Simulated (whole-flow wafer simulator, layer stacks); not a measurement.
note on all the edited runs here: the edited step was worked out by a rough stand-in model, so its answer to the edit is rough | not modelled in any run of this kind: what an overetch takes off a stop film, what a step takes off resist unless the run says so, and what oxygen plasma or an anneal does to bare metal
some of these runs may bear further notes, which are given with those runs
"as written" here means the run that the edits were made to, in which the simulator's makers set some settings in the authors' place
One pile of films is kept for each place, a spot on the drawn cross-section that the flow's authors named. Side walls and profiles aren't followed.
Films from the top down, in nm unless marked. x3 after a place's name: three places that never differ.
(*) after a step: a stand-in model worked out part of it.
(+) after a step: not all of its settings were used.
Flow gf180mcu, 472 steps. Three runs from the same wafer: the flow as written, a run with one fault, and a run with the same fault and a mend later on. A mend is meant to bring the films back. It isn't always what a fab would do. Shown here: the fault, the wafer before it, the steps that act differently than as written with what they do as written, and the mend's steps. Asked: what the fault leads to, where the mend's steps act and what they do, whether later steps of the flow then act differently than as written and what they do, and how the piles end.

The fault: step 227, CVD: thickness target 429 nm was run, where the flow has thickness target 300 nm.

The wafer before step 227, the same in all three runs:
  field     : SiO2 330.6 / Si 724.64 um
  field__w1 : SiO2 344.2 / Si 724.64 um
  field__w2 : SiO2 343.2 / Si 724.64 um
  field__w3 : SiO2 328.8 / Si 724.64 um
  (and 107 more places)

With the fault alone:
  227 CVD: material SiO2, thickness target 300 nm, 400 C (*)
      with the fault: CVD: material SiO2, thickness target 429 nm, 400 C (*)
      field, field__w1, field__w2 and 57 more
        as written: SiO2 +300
        with the fault: SiO2 +429
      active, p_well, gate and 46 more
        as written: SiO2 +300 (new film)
        with the fault: SiO2 +429 (new film)
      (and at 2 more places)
  Later steps of the flow that act differently than as written (1 more step differs only slightly, by at most 2% or 0.5 nm, whichever is larger, and isn't shown):
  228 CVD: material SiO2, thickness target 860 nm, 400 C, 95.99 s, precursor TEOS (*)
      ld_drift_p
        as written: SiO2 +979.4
        with the fault: SiO2 +959.3
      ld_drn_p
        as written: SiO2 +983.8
        with the fault: SiO2 +959.3
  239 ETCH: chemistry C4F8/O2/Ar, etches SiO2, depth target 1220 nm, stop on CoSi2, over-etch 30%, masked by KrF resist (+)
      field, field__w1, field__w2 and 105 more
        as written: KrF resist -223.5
        with the fault: KrF resist -244
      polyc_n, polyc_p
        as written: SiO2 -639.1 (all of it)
        with the fault: SiO2 -768.1 (all of it)
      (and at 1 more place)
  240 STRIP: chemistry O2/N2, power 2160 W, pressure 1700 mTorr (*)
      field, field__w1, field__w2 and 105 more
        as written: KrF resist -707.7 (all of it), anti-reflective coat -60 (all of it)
        with the fault: KrF resist -687.2 (all of it), anti-reflective coat -60 (all of it)
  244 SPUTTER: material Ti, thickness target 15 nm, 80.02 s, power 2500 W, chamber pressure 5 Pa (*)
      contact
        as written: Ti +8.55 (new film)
        with the fault: Ti +7.93 (new film)
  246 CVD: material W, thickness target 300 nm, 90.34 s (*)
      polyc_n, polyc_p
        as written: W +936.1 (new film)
        with the fault: W +1065.1 (new film)
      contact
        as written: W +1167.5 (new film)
        with the fault: W +1297.5 (new film)
  At the end the piles differ from the flow's by more than 2% or 0.5 nm, whichever is larger, at field__w4, field__w8, contact and 9 more.
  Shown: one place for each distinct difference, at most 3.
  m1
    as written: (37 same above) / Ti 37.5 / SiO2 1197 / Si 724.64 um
    with the fault: (37 same above) / Ti 37.5 / SiO2 1326 / Si 724.64 um
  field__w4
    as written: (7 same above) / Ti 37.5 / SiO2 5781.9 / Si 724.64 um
    with the fault: (7 same above) / Ti 37.5 / SiO2 5910.9 / Si 724.64 um
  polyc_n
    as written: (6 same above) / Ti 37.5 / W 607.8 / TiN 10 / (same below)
    with the fault: (6 same above) / Ti 37.5 / W 736.8 / TiN 10 / (same below)

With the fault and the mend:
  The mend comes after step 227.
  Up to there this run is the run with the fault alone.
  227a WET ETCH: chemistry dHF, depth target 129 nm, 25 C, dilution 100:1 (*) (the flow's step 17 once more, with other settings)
      field, field__w1, field__w2 and 108 more
        SiO2 -129
  Later steps of the flow that act differently than as written:
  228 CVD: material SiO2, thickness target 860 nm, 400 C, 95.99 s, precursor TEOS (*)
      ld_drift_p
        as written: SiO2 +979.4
        with the mend: SiO2 +959.3
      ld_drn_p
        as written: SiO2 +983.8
        with the mend: SiO2 +959.3
  At the end the piles are the same as the flow's at every place that both follow.
